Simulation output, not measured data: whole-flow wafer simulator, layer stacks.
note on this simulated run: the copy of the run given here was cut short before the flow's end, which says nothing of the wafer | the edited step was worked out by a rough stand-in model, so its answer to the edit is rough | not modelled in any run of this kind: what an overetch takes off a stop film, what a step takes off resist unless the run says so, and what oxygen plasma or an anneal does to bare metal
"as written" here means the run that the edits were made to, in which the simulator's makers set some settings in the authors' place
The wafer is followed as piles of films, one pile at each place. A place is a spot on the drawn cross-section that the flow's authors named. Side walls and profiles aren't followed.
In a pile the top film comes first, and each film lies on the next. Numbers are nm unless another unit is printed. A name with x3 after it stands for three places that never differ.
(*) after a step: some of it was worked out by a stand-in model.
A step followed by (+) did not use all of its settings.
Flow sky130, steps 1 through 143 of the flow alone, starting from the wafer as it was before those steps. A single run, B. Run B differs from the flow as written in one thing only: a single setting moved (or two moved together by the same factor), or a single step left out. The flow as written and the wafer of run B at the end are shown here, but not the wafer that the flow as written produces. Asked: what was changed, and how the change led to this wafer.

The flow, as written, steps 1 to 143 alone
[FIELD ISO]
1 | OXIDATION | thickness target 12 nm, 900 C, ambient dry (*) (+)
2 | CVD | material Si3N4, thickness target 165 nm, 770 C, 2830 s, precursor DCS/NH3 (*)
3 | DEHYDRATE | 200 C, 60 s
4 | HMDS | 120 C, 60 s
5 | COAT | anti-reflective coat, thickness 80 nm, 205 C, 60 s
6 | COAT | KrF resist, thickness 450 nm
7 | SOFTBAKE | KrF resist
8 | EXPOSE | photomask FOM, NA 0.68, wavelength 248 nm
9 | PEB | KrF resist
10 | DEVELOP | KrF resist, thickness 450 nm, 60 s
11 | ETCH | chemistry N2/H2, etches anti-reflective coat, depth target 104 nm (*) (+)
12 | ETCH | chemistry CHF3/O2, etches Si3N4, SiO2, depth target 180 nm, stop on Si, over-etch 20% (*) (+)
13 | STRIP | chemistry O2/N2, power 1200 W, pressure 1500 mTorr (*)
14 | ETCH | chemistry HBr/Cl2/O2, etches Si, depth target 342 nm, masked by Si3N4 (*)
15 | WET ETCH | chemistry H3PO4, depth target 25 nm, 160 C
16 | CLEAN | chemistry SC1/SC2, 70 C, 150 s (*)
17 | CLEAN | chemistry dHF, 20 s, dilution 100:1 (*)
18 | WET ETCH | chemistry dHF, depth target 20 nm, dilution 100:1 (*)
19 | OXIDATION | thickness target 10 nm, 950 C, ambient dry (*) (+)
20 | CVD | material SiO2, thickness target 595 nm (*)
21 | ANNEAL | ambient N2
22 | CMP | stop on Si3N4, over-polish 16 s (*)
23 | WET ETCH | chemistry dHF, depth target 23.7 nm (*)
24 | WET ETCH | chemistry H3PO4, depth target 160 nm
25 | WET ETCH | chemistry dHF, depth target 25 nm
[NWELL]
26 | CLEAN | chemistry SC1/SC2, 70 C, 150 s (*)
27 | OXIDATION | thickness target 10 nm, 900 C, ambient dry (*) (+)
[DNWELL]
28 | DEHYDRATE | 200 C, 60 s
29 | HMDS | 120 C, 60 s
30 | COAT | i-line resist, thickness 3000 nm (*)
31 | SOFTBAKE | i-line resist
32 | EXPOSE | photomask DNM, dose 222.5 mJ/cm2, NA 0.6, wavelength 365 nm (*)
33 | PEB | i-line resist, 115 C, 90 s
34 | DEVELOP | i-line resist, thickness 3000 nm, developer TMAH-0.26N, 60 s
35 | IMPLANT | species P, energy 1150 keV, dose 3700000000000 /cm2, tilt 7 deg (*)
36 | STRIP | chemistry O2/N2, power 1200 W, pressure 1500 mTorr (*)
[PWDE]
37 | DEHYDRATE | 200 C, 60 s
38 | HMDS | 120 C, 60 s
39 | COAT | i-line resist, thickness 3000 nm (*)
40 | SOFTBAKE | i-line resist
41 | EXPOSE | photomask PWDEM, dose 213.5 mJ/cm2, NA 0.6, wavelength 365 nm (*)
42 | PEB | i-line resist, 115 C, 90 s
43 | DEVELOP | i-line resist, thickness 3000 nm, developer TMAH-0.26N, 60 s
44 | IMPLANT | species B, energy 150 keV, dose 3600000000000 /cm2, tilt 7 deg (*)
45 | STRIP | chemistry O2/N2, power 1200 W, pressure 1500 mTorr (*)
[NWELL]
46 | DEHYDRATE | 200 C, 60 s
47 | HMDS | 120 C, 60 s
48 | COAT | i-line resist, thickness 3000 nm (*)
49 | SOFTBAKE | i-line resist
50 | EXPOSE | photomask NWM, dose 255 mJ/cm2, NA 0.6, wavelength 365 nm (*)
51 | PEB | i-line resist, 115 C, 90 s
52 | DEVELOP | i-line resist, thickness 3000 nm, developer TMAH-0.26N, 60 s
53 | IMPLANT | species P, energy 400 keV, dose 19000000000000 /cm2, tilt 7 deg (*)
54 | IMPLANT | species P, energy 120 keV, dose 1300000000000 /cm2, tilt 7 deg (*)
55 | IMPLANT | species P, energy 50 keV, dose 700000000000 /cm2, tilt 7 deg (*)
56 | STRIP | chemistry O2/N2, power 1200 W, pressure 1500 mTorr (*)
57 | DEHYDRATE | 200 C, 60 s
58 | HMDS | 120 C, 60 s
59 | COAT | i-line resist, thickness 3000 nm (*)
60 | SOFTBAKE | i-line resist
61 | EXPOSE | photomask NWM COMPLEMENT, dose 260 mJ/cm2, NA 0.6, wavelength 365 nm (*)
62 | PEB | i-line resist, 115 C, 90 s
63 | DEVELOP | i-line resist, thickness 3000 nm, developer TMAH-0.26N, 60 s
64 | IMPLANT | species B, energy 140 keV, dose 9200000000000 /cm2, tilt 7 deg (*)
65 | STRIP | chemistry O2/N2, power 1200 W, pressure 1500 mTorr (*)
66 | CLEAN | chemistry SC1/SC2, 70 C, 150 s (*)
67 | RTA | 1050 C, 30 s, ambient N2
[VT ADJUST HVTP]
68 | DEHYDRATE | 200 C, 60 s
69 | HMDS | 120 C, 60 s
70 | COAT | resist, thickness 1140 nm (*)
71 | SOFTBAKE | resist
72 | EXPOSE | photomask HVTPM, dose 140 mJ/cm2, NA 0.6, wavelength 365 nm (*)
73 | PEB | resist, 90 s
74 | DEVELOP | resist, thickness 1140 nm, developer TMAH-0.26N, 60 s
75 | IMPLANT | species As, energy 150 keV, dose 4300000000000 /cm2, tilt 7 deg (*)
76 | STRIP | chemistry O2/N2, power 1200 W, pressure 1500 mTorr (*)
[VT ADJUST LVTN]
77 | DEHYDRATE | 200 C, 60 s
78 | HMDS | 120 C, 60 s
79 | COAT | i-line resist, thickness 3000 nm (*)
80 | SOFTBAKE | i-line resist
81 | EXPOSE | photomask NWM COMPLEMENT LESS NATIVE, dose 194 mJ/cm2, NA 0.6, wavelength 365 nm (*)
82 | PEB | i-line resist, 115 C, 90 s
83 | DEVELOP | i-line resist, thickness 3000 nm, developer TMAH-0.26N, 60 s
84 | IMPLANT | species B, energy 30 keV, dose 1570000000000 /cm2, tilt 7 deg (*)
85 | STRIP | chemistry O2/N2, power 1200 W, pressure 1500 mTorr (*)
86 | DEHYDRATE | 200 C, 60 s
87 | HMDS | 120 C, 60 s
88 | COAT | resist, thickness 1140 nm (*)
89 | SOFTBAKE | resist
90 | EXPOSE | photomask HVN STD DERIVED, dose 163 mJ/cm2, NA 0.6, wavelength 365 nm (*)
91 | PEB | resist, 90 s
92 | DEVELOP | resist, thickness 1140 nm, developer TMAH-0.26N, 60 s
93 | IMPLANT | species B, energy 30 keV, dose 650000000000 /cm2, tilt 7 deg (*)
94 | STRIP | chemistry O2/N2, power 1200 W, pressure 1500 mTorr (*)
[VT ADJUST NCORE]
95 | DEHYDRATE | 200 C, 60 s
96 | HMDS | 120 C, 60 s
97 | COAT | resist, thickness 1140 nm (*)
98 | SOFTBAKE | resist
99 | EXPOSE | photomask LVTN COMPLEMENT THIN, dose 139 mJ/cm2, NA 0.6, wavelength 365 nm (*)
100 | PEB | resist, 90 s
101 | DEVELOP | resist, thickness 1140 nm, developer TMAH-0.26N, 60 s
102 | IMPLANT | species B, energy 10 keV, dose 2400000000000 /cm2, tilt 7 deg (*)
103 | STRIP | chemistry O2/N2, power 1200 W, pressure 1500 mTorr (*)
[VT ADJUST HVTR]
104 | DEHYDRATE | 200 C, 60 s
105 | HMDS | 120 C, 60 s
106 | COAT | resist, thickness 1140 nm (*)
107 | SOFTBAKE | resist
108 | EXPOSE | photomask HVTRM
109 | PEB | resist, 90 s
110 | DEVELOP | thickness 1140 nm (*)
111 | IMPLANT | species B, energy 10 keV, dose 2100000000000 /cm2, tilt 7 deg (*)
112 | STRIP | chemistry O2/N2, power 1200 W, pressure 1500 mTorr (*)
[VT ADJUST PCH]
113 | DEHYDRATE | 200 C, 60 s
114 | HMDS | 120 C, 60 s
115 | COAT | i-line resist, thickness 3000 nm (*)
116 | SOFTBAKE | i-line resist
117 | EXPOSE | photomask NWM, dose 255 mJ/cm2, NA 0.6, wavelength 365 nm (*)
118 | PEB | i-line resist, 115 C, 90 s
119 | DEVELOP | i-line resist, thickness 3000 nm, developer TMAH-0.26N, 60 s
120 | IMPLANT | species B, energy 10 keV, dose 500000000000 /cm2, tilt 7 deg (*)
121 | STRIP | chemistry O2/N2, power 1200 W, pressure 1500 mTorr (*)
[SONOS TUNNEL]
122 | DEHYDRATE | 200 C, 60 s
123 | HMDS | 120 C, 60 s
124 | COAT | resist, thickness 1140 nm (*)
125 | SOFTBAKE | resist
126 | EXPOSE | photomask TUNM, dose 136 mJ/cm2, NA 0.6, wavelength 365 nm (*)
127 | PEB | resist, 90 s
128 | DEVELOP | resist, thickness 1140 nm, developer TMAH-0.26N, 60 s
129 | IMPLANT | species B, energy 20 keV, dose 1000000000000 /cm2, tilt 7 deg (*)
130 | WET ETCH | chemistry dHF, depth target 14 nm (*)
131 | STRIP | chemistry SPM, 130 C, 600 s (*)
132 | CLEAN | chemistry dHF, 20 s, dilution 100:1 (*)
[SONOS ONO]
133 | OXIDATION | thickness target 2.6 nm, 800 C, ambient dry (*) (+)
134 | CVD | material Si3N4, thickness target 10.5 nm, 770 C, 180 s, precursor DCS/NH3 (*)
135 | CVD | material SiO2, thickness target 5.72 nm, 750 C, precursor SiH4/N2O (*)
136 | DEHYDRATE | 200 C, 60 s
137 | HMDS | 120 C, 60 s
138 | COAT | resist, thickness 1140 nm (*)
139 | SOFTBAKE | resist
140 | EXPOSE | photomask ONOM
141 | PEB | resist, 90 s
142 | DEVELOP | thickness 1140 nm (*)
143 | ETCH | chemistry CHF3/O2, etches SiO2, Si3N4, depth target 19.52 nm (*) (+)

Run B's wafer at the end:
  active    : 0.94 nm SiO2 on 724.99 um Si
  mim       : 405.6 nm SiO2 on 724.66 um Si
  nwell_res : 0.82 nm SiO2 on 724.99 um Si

Cause: step 134, CVD: 72 s was run, whereas the flow has 180 s.

The path from the change to this, step by step:
  134 | CVD | material Si3N4, thickness target 10.5 nm, 770 C, 180 s, precursor DCS/NH3 (*)
      field, active, n_well and 187 more: Si3N4 gains 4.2 (new film) (as written it would have been: Si3N4 gains 10.5 (new film))
  143 | ETCH | chemistry CHF3/O2, etches SiO2, Si3N4, depth target 19.52 nm (*) (+)
      field, active, p_well x5 and 179 more: SiO2 loses 5.72 (all of it), Si3N4 loses 4.2 (all of it), SiO2 loses 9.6 (as written it would have been: SiO2 loses 5.72 (all of it), Si3N4 loses 10.5 (all of it), SiO2 loses 3.3)
      n_well, sonos_sd: SiO2 loses 5.72 (all of it), Si3N4 loses 4.2 (all of it), SiO2 loses 2.6 (all of it), Si loses 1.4 (as written it would have been: SiO2 loses 5.72 (all of it), Si3N4 loses 10.5 (all of it), SiO2 loses 2.6 (all of it), Si loses 0.14)
